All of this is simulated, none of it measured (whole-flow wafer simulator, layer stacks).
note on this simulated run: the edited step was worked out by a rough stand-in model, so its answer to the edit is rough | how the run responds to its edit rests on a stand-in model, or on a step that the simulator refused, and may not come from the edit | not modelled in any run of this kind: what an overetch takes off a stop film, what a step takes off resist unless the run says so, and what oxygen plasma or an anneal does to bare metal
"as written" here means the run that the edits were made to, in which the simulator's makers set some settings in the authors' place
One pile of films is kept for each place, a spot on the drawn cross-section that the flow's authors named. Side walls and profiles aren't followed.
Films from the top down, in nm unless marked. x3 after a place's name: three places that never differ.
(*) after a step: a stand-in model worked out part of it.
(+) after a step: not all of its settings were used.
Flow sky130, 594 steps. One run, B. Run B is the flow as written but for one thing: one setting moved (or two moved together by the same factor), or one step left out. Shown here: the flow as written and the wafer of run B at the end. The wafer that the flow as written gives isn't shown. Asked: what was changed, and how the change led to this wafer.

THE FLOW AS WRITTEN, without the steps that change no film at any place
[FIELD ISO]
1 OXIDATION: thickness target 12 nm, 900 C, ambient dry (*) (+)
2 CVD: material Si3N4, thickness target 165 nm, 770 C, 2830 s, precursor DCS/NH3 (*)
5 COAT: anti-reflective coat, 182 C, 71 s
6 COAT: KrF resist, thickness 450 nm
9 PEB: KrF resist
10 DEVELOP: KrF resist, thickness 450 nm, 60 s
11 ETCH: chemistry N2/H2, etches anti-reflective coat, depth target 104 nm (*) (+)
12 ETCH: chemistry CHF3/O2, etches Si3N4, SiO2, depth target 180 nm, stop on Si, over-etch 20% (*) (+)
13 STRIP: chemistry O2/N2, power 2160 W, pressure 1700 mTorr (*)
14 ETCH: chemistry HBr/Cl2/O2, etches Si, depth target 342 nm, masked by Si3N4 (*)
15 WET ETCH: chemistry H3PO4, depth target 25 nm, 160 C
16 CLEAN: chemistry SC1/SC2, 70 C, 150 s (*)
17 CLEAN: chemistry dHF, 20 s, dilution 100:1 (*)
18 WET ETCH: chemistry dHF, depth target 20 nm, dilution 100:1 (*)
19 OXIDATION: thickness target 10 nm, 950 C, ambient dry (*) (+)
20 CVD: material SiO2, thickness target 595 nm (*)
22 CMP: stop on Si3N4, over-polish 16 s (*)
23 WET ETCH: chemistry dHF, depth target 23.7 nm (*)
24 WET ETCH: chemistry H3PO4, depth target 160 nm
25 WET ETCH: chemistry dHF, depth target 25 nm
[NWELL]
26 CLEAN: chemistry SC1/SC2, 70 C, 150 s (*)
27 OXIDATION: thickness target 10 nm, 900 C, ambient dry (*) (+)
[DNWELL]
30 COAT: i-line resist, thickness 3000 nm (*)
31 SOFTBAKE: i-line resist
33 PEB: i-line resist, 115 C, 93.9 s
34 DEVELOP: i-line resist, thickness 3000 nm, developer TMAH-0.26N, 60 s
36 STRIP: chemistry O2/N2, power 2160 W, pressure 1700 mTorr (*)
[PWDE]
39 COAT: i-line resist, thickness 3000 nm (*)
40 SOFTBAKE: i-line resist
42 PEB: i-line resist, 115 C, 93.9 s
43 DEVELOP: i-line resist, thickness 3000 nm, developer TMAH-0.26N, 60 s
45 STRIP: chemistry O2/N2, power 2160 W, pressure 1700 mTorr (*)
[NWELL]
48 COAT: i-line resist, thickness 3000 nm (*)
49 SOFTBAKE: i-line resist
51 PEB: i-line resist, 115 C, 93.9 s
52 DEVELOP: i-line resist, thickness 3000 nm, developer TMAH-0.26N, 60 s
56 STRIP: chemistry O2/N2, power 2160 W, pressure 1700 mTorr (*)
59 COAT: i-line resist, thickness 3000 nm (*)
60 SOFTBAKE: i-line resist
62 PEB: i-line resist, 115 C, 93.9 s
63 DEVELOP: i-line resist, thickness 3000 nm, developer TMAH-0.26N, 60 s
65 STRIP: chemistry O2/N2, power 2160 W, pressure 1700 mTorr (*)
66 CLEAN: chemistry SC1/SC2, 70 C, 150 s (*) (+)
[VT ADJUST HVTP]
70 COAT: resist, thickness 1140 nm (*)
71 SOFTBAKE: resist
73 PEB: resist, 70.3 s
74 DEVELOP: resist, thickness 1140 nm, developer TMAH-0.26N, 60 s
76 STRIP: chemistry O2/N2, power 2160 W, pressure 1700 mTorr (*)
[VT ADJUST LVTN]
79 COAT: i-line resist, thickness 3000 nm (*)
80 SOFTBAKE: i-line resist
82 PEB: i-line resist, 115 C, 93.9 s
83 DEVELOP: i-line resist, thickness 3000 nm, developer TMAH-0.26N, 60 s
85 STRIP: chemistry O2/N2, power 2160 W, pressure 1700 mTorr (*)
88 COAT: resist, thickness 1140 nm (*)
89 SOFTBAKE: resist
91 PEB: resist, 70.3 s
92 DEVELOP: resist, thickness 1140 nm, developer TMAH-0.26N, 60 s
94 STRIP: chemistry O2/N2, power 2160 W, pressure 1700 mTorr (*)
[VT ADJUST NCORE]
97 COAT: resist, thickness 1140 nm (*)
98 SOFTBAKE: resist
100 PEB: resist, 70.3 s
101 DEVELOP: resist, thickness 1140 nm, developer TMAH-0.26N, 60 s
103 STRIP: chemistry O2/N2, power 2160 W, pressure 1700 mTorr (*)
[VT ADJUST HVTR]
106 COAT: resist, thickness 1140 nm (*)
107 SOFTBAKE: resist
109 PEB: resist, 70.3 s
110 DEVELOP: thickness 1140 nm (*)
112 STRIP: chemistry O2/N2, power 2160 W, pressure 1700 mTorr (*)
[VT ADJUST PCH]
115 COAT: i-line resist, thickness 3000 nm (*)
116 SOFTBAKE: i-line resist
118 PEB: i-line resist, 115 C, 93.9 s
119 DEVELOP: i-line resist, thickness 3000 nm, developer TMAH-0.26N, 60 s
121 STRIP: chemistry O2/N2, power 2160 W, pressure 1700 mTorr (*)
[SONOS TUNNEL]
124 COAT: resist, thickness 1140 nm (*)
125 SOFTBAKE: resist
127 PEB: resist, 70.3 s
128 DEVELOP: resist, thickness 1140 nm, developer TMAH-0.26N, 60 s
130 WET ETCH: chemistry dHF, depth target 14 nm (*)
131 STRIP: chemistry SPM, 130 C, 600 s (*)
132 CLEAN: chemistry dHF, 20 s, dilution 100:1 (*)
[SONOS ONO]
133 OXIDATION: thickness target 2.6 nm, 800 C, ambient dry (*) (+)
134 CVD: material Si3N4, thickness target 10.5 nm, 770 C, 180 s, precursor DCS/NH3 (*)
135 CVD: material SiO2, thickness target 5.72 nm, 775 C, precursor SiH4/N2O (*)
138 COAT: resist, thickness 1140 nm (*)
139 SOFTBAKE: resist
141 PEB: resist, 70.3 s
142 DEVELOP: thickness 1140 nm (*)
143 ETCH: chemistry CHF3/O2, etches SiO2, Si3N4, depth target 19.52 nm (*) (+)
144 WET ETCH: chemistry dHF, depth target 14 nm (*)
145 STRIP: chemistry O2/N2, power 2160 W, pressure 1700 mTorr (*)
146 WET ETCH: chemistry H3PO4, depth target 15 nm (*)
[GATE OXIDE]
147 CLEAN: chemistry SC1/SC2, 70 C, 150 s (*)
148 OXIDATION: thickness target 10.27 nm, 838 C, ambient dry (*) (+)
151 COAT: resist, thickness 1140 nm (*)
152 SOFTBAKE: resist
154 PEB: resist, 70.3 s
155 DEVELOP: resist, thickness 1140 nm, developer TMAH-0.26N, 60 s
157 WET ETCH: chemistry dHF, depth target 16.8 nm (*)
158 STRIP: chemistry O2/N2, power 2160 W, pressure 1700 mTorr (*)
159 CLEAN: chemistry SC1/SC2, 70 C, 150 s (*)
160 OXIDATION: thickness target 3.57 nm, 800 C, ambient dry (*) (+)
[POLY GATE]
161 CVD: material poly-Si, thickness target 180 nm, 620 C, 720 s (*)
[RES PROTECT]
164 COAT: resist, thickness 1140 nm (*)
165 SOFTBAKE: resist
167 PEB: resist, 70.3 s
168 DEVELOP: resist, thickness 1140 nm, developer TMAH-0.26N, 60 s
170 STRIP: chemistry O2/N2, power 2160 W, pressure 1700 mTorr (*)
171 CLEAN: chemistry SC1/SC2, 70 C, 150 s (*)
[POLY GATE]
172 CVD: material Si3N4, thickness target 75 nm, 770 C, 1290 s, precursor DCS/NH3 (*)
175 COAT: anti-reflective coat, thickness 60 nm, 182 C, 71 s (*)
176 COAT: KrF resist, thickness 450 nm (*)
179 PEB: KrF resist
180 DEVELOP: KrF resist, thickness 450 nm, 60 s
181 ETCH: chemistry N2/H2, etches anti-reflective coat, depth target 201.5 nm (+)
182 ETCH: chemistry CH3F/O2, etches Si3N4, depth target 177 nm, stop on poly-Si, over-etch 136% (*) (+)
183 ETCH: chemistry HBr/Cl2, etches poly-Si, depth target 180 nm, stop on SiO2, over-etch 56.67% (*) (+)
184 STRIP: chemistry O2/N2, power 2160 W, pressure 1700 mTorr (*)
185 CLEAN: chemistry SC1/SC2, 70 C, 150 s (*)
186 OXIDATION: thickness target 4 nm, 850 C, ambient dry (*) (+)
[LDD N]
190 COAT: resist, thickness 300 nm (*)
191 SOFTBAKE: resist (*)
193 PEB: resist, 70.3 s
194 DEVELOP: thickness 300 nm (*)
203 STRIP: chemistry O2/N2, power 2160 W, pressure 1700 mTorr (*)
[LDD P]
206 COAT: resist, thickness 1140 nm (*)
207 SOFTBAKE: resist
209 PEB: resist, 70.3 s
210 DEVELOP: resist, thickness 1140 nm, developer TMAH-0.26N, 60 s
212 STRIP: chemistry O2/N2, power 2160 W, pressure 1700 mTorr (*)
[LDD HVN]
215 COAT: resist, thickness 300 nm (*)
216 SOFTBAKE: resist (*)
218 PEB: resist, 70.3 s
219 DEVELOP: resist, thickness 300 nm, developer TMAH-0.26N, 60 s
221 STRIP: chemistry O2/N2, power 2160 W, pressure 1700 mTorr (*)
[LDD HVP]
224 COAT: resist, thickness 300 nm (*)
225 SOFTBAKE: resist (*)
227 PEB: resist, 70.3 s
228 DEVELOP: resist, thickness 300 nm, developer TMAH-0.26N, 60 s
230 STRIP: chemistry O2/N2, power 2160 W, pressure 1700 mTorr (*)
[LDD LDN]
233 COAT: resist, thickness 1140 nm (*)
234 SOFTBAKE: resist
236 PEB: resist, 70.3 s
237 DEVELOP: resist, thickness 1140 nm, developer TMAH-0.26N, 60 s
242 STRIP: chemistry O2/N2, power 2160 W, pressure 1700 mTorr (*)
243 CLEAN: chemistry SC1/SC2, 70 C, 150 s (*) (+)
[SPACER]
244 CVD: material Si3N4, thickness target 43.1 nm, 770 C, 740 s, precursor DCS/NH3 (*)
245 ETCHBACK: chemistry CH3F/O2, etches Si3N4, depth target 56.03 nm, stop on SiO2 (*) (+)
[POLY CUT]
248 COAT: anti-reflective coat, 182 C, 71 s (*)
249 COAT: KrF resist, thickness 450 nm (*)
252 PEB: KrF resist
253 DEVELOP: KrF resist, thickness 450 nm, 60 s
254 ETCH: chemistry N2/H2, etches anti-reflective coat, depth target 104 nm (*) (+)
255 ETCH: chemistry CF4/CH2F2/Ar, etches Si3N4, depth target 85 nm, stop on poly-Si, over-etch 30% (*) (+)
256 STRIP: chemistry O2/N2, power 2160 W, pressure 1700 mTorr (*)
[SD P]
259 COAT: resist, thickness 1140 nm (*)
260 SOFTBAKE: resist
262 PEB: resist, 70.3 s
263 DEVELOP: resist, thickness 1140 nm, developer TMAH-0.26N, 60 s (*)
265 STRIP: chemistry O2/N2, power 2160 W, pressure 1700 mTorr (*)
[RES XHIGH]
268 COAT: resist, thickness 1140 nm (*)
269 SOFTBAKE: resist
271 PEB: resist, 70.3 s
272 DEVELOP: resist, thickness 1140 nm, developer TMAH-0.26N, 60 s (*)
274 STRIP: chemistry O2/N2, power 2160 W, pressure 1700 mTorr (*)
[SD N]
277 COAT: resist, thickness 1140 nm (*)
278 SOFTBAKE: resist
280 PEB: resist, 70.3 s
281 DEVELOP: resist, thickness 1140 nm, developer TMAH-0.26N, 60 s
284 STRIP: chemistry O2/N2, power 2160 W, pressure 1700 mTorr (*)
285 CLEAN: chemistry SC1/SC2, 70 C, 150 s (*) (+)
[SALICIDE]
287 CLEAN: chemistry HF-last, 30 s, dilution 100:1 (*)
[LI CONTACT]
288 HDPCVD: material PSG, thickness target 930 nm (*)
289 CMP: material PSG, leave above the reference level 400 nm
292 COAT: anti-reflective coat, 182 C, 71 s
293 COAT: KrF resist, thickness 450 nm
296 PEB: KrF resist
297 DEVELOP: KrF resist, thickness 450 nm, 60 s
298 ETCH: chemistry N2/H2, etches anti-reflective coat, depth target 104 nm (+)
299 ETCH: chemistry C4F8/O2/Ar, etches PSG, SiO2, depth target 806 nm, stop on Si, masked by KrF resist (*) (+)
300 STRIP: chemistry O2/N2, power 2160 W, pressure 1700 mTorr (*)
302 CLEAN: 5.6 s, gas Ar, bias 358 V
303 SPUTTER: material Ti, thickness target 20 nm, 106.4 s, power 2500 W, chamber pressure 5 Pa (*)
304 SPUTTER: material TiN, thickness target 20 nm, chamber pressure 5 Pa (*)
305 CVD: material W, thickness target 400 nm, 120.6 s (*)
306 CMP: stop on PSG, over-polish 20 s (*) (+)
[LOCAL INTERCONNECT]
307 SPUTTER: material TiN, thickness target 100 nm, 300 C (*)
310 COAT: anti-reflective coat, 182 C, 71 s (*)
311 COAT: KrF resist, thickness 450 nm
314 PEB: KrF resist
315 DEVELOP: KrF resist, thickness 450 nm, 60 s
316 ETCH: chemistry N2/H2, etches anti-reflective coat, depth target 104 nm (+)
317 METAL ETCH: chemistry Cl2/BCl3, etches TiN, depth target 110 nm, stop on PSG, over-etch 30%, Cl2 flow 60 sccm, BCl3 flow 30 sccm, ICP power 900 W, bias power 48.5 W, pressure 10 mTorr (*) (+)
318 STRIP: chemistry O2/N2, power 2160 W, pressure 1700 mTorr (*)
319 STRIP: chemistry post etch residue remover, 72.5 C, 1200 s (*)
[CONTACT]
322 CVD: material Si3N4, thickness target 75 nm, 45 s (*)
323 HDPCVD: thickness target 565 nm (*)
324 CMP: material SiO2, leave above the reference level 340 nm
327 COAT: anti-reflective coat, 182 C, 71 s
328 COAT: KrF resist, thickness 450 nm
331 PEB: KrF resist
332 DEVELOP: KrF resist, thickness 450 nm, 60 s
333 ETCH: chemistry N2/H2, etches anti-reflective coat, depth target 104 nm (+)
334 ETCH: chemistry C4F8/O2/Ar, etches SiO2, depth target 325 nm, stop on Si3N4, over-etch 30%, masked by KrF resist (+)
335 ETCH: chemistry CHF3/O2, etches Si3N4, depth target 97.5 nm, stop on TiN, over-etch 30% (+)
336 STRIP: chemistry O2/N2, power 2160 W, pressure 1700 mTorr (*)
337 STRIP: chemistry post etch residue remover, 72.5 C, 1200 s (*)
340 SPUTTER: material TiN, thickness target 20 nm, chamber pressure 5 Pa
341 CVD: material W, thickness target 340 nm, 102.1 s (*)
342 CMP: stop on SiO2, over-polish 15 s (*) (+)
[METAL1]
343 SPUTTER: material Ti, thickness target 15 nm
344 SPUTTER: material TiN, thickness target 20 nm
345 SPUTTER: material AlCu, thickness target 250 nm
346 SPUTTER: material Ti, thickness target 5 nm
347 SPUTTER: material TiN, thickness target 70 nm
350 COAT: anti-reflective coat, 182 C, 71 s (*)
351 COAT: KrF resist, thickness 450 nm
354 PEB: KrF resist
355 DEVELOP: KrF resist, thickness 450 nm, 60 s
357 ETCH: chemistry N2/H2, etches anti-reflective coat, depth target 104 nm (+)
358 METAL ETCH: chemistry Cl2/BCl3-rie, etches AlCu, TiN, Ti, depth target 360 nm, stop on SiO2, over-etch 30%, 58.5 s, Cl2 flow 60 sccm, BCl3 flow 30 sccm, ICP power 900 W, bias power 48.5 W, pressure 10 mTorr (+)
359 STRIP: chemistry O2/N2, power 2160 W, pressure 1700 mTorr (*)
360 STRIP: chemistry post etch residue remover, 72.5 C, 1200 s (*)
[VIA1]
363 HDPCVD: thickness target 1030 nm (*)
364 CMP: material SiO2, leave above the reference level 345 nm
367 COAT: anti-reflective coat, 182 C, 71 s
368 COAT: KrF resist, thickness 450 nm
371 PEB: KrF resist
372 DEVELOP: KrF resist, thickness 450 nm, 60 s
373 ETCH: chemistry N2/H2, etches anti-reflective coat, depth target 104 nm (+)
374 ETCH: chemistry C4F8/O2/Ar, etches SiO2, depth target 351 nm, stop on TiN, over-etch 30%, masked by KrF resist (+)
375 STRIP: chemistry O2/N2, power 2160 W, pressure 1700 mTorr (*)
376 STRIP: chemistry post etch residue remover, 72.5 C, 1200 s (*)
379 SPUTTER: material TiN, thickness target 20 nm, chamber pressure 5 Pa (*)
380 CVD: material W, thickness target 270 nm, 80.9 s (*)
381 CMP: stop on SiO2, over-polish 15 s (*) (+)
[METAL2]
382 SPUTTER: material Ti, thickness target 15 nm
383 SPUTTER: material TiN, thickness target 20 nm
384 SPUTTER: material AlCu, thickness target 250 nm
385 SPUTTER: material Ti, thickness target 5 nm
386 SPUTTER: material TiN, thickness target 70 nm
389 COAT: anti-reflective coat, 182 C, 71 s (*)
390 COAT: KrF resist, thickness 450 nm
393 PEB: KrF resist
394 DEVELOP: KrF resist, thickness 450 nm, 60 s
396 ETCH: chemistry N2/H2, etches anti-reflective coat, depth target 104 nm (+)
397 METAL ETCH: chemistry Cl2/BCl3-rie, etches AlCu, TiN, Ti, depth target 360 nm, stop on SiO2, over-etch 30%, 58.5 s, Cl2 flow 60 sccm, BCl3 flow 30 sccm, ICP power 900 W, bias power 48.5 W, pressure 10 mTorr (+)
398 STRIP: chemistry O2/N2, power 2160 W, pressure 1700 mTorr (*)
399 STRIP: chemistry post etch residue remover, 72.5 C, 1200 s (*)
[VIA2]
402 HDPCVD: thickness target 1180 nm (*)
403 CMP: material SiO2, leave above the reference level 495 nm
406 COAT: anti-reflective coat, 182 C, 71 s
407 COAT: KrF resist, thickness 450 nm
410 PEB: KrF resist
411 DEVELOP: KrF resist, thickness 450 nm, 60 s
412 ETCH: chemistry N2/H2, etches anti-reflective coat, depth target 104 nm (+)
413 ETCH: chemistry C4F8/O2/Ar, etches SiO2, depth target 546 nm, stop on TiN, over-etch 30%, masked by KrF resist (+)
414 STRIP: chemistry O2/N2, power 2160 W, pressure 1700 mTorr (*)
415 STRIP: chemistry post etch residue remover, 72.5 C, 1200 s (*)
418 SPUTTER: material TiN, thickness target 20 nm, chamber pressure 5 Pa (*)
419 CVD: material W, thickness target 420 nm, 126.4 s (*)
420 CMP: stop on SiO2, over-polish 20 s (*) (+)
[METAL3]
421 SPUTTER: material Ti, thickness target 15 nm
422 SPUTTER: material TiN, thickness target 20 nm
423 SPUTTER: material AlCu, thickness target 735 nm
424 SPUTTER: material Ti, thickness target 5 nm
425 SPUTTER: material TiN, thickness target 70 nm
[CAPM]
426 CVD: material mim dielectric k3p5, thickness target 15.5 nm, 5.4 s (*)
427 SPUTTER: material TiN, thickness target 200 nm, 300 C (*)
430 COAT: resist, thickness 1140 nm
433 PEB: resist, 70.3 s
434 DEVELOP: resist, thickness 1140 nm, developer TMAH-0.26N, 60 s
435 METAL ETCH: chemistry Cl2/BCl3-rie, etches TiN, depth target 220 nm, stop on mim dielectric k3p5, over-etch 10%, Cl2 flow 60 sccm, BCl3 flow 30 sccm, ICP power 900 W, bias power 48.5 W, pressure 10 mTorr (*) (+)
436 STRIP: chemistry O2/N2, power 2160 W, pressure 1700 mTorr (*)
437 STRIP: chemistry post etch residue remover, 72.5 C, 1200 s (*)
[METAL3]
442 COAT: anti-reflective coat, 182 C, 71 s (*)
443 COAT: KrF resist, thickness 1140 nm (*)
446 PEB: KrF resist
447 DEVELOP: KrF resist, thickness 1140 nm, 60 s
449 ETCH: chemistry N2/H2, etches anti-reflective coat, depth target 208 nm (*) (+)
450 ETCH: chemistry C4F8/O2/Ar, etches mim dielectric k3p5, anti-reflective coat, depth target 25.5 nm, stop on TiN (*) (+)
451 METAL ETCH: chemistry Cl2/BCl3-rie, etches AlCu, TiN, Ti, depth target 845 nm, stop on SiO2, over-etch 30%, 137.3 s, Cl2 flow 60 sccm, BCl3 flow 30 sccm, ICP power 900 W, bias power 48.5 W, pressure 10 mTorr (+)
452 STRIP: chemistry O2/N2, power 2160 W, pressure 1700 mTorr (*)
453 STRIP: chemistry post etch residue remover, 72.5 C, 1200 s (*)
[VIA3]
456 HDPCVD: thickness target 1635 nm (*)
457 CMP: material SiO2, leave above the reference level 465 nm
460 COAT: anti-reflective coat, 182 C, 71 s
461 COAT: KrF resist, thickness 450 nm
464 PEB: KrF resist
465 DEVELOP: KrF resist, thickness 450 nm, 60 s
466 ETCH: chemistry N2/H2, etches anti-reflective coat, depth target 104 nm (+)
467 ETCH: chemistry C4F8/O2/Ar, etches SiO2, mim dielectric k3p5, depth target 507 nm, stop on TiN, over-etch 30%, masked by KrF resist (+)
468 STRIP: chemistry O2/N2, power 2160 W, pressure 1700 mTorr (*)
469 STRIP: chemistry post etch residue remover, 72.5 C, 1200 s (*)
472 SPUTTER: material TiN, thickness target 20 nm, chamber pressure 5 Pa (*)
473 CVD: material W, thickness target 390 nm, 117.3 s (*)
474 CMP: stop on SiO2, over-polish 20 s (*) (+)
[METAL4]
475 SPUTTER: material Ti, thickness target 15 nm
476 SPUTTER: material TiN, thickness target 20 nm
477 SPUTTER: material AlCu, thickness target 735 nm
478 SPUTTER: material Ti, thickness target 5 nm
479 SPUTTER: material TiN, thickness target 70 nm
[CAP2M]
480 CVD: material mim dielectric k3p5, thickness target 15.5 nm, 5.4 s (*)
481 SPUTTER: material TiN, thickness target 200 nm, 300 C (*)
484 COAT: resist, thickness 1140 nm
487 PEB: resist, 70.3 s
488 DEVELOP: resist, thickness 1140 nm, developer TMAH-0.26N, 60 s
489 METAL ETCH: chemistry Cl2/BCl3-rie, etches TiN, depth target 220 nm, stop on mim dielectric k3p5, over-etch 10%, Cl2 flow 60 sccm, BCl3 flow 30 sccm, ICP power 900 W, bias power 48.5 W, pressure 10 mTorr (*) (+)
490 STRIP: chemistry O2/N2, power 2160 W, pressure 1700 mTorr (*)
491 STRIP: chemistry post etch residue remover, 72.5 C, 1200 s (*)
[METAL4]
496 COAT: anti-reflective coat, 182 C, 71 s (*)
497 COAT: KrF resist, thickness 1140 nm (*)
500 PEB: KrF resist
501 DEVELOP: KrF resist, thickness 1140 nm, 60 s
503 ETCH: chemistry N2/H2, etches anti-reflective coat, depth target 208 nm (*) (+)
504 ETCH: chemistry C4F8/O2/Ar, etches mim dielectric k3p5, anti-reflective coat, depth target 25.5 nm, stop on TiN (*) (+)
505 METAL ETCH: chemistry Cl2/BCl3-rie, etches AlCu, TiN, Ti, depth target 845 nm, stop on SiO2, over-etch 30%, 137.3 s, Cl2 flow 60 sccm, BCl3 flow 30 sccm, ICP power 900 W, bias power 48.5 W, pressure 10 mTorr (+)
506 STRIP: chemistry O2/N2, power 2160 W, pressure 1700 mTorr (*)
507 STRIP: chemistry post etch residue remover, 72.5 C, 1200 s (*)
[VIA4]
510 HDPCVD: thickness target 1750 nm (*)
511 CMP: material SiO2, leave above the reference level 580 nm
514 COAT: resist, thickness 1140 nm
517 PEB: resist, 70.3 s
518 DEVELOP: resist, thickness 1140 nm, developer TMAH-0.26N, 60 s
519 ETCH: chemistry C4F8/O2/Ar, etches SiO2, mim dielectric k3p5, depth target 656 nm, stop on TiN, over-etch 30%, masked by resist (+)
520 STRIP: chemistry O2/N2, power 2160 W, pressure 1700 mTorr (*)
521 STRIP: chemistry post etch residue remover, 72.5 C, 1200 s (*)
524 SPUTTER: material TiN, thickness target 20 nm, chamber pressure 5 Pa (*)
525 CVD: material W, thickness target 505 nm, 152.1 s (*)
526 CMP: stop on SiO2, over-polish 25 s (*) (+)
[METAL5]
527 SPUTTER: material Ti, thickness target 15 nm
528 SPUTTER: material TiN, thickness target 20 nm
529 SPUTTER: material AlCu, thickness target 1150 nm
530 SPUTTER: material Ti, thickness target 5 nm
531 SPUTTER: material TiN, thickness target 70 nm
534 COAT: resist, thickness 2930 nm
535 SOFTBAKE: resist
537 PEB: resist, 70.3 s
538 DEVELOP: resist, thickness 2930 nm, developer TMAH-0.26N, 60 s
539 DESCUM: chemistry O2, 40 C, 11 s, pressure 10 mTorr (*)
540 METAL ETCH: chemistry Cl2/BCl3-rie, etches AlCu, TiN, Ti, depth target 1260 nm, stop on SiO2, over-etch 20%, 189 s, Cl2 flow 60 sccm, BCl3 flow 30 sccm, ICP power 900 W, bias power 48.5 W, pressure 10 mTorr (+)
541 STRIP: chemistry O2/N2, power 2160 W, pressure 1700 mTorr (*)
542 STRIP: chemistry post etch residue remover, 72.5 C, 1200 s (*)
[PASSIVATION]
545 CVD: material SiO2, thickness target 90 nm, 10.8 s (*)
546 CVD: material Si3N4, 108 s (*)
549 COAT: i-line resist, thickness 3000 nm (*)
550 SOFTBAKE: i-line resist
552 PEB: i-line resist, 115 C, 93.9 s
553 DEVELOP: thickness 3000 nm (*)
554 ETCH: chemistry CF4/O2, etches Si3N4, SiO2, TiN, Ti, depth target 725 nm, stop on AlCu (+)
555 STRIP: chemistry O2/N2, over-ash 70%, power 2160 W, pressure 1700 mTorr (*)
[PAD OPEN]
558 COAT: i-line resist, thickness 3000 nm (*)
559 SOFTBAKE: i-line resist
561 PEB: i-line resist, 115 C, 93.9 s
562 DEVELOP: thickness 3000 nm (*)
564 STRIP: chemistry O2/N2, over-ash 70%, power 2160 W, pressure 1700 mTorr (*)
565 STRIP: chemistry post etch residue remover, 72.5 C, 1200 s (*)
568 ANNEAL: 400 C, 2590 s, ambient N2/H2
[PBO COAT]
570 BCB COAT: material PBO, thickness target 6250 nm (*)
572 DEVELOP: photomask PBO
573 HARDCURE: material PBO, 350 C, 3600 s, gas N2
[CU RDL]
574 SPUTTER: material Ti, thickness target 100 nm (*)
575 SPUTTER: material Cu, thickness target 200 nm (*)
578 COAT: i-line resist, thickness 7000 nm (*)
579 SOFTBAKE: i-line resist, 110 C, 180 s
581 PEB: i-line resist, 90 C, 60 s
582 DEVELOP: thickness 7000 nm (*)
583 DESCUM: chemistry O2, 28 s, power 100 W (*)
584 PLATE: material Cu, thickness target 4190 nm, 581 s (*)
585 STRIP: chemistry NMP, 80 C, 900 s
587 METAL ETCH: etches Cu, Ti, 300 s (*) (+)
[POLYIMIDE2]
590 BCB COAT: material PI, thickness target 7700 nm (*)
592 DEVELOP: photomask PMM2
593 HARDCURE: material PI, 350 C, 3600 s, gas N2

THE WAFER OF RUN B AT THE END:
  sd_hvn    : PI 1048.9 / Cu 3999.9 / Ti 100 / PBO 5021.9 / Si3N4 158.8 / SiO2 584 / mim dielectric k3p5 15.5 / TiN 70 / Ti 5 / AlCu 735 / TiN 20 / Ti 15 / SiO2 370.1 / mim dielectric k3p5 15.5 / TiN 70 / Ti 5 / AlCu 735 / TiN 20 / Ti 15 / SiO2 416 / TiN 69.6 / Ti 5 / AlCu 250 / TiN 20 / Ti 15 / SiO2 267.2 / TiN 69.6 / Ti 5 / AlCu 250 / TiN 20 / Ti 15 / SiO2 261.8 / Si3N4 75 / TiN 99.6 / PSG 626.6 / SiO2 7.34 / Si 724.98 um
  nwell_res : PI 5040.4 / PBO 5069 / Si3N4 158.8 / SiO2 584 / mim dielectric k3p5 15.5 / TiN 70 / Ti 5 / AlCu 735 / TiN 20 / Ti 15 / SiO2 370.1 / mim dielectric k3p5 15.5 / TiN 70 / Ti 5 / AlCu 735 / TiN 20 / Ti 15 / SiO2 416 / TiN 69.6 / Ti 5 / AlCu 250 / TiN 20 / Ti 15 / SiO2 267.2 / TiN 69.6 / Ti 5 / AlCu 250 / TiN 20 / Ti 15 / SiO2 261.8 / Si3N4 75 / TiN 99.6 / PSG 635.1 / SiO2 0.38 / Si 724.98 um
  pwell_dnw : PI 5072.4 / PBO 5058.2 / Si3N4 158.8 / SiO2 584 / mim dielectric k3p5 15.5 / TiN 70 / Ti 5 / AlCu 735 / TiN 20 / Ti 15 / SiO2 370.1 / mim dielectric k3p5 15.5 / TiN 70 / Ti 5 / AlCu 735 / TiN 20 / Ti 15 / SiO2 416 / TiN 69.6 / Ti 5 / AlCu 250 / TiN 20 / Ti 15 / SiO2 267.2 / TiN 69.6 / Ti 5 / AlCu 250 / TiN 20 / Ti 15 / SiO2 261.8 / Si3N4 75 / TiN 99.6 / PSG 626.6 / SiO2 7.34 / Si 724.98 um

The cause: step 186, OXIDATION: 808 C was run, where the flow has 850 C.

How the change led to this, step by step:
  186 OXIDATION: thickness target 4 nm, 850 C, ambient dry (*) (+)
      active, p_well, spacer and 26 more: SiO2 +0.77, Si -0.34 (as written it would be: SiO2 +1.55, Si -0.68)
      ndiff_dn: SiO2 +0.75, Si -0.33 (as written it would be: SiO2 +1.52, Si -0.67)
  299 ETCH: chemistry C4F8/O2/Ar, etches PSG, SiO2, depth target 806 nm, stop on Si, masked by KrF resist (*) (+)
      contact, ndiff_licon, ndiff_licon_cpp: PSG -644 (all of it), SiO2 -0.38 (all of it) (as written it would be: PSG -643.6 (all of it), SiO2 -1.16 (all of it))
